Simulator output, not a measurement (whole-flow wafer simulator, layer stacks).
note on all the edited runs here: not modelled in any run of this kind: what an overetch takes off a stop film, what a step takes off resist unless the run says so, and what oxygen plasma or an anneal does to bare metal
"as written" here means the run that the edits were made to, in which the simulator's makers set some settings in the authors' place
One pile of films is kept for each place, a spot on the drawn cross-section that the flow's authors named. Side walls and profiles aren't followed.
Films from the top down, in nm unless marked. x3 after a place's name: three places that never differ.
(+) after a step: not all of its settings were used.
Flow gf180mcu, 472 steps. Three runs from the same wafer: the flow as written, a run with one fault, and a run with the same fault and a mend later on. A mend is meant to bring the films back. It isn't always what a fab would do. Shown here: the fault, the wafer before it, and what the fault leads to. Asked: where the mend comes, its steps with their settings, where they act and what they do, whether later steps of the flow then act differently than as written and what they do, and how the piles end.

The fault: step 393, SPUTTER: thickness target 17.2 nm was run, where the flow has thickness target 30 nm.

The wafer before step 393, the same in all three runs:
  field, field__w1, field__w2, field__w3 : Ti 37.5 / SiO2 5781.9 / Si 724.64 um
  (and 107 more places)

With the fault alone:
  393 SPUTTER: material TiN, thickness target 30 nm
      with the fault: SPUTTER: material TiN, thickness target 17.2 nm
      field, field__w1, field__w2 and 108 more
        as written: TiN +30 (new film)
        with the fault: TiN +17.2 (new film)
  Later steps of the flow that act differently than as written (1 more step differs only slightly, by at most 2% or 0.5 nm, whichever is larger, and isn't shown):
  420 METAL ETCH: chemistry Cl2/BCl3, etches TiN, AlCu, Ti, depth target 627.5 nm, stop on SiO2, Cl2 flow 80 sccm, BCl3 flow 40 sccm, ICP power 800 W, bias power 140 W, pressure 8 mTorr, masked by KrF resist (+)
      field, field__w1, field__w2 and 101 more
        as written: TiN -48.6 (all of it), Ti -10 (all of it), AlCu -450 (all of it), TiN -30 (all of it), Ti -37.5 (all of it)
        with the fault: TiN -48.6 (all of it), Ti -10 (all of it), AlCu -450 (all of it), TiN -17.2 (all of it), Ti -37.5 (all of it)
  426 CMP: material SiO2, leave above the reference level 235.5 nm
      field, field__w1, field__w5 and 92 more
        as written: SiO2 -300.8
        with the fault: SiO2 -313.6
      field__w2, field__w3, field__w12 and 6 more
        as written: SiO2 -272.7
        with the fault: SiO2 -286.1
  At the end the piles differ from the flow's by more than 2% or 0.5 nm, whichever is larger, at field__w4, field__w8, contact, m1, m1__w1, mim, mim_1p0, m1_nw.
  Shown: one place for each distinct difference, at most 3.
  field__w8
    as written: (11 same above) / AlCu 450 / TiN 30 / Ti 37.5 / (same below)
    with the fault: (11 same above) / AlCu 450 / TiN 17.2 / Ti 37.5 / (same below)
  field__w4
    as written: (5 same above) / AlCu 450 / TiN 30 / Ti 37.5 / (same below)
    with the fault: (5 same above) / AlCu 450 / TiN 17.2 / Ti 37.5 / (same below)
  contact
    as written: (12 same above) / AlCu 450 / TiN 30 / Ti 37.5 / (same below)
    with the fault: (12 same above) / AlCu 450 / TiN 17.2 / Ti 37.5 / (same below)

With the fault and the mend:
  The mend comes after step 393.
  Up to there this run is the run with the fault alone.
  393a SPUTTER: material TiN, thickness target 12.8 nm (the flow's step 393 once more, with other settings)
      field, field__w1, field__w2 and 108 more
        TiN +12.8
  No later step of the flow acts differently than as written at any place that is followed.
  At the end the piles are the same as the flow's at every place that both follow.
